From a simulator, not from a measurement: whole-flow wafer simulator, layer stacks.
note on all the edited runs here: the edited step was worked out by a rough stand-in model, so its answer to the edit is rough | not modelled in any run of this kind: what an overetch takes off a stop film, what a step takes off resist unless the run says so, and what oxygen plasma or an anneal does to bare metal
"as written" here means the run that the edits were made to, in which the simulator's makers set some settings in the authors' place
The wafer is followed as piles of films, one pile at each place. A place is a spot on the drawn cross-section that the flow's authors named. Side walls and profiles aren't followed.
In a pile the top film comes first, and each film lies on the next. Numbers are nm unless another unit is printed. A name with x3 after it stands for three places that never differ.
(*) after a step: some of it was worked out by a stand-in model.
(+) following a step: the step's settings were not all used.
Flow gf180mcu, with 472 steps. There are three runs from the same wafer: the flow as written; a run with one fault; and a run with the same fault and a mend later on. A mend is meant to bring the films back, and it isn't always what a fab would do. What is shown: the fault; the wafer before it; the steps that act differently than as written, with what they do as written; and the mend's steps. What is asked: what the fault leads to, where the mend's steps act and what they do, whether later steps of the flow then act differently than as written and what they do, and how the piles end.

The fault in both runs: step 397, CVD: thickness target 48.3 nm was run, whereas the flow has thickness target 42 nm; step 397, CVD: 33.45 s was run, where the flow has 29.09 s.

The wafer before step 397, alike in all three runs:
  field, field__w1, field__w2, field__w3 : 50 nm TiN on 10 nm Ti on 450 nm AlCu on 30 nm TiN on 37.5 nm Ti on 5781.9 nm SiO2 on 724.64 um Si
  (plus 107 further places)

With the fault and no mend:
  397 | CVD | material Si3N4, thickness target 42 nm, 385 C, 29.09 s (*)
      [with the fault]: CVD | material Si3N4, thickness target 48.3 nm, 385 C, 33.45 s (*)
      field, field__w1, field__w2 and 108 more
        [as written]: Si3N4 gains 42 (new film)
        [with the fault]: Si3N4 gains 48.3 (new film)
  Steps further on in the flow that do not act as written (not shown: 5 more steps that differ only slightly, by at most 2% or 0.5 nm, whichever is larger):
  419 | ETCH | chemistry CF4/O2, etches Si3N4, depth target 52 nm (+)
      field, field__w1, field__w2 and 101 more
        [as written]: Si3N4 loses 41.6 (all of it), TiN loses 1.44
        [with the fault]: Si3N4 loses 47.9 (all of it), TiN loses 0.57
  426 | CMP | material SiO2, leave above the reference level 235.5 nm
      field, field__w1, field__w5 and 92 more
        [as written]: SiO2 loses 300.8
        [with the fault]: SiO2 loses 294.6
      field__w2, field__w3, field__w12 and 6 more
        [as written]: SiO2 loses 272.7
        [with the fault]: SiO2 loses 266.1
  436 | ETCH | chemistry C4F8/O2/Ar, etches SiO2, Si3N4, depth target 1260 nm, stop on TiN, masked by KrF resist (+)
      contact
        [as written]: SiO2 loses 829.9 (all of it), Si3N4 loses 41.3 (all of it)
        [with the fault]: SiO2 loses 829.9 (all of it), Si3N4 loses 47.6 (all of it)
  At field__w4, field__w8, m1, m1__w1, mim, mim_1p0, m1_nw, the piles at the end differ from the flow's by more than 2% or 0.5 nm, whichever is larger.
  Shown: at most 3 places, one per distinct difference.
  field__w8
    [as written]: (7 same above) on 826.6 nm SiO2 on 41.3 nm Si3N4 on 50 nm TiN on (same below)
    [with the fault]: (7 same above) on 826.6 nm SiO2 on 47.6 nm Si3N4 on 50 nm TiN on (same below)
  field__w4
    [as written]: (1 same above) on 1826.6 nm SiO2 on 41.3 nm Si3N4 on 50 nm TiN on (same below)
    [with the fault]: (1 same above) on 1826.6 nm SiO2 on 47.6 nm Si3N4 on 50 nm TiN on (same below)
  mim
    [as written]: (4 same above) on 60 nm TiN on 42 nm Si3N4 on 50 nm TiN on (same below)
    [with the fault]: (4 same above) on 60 nm TiN on 48.3 nm Si3N4 on 50 nm TiN on (same below)

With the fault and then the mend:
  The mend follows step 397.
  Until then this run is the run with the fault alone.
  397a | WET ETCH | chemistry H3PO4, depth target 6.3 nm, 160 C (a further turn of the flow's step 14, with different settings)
      field, field__w1, field__w2 and 108 more
        Si3N4 loses 6.3
  Every later step of the flow that is run acts as written, at every place that is followed, to within 2% or 0.5 nm, whichever is larger.
  When the end is reached, the piles differ only a little from the flow's at the places that both follow, at most by 2% or 0.5 nm, whichever is larger.
